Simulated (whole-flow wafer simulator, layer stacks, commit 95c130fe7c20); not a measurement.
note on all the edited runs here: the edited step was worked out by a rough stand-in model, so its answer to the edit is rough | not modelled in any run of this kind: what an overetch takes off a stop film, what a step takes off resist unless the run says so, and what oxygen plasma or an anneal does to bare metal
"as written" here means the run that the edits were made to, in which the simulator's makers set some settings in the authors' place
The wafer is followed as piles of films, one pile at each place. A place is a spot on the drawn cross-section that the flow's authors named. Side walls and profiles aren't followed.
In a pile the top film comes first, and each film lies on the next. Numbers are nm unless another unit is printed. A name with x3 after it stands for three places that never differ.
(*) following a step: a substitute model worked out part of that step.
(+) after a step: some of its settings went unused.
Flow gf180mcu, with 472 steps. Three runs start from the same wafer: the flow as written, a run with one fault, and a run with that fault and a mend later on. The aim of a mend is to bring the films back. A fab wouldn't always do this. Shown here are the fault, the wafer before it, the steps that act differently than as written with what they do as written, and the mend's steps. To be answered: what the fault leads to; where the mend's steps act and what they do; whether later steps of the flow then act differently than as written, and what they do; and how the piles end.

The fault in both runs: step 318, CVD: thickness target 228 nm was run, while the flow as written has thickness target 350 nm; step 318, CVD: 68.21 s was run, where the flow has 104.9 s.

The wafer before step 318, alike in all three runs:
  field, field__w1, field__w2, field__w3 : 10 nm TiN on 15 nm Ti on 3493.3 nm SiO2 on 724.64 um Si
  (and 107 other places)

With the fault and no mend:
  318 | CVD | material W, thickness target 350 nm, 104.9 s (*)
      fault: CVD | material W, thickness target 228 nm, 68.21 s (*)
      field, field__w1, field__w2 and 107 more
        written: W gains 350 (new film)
        fault: W gains 228.5 (new film)
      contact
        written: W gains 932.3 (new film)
        fault: W gains 810.8 (new film)
  Steps later in the flow that act otherwise than as written:
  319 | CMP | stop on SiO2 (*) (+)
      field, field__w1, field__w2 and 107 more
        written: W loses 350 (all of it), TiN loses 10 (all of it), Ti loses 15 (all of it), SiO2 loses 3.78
        fault: W loses 228.5 (all of it), TiN loses 10 (all of it), Ti loses 15 (all of it), SiO2 loses 2.56
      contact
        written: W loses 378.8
        fault: W loses 256.1
  When the end is reached, the piles differ only a little from the flow's at the places that both follow, at most by 2% or 0.5 nm, whichever is larger.

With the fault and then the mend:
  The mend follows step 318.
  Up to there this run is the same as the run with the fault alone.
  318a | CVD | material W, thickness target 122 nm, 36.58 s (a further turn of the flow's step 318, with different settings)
      field, field__w1, field__w2 and 108 more
        W gains 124
  Later steps of the flow that are run all act as written at every place that is followed, up to a difference of at most 2% or 0.5 nm, whichever is larger.
  When the end is reached, the piles differ only a little from the flow's at the places that both follow, at most by 2% or 0.5 nm, whichever is larger.
